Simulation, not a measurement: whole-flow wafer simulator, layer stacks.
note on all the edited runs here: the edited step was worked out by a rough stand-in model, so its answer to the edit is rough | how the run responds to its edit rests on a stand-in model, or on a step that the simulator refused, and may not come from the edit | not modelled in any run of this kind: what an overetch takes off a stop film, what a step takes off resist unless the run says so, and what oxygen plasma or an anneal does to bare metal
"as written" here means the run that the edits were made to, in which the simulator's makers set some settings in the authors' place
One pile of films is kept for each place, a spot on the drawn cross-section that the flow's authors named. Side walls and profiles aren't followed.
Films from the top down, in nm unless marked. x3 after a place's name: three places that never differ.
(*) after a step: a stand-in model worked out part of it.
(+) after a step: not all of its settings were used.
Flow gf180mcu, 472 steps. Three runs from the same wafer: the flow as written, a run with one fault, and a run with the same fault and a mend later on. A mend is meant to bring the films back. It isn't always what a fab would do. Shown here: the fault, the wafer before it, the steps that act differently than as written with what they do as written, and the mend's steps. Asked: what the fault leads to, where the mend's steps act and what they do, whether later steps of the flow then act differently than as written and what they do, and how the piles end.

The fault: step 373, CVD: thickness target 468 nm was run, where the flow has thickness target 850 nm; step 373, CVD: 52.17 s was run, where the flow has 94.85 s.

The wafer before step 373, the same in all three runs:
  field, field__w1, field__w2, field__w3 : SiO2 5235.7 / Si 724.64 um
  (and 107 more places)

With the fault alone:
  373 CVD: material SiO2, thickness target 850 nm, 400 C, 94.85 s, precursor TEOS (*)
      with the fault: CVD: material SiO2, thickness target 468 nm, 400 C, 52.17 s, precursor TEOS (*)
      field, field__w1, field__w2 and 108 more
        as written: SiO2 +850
        with the fault: SiO2 +475.7
  Later steps of the flow that act differently than as written (5 more steps differ only slightly, by at most 2% or 0.5 nm, whichever is larger, and aren't shown):
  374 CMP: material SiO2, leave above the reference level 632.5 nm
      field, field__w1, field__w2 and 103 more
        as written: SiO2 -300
        with the fault: nothing
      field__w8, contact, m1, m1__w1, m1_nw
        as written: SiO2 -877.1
        with the fault: SiO2 -502.8
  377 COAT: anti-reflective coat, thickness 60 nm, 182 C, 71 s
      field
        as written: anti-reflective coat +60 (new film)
        with the fault: anti-reflective coat +89.8 (new film)
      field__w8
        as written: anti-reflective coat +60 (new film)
        with the fault: anti-reflective coat +22.5 (new film)
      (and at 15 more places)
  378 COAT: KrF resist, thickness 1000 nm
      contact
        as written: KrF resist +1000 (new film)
        with the fault: KrF resist +972.3 (new film)
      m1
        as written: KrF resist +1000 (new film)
        with the fault: KrF resist +968.5 (new film)
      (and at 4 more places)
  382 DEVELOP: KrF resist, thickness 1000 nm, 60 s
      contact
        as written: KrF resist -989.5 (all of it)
        with the fault: KrF resist -962 (all of it)
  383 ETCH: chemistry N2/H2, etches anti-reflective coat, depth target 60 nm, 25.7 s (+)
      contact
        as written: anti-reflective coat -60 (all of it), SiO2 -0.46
        with the fault: anti-reflective coat -26.4 (all of it), SiO2 -1.32
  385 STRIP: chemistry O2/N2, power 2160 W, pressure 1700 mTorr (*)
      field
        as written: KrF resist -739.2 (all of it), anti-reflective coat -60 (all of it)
        with the fault: KrF resist -725.7 (all of it), anti-reflective coat -89.8 (all of it)
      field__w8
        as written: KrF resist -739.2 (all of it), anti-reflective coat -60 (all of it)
        with the fault: KrF resist -730.2 (all of it), anti-reflective coat -22.5 (all of it)
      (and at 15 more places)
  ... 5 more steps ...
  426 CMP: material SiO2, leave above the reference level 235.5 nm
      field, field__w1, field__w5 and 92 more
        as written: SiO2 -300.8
        with the fault: SiO2 -288.4
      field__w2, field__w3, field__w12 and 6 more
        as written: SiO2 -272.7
        with the fault: SiO2 -259.7
  At the end the piles differ from the flow's by more than 2% or 0.5 nm, whichever is larger, at field, field__w1, field__w2 and 109 more.
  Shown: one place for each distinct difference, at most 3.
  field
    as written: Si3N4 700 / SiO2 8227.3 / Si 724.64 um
    with the fault: Si3N4 700 / SiO2 2457.8 / W 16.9 / TiN 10 / Ti 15 / SiO2 5711.4 / Si 724.64 um
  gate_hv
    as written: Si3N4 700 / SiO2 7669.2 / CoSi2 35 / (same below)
    with the fault: Si3N4 700 / SiO2 2457.8 / W 16.9 / TiN 10 / Ti 15 / SiO2 5153.3 / CoSi2 35 / (same below)
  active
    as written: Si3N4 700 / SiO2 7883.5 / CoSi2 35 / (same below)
    with the fault: Si3N4 700 / SiO2 2457.8 / W 16.9 / TiN 10 / Ti 15 / SiO2 5367.6 / CoSi2 35 / (same below)

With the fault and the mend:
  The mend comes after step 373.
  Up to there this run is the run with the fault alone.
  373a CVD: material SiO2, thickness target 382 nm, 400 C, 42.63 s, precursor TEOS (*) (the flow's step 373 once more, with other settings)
      field, field__w1, field__w2 and 108 more
        SiO2 +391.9
  Later steps of the flow that act differently than as written:
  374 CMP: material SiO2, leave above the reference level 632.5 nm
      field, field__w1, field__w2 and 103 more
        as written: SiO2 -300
        with the mend: SiO2 -317.6
  At the end the piles are the same as the flow's at every place that both follow.
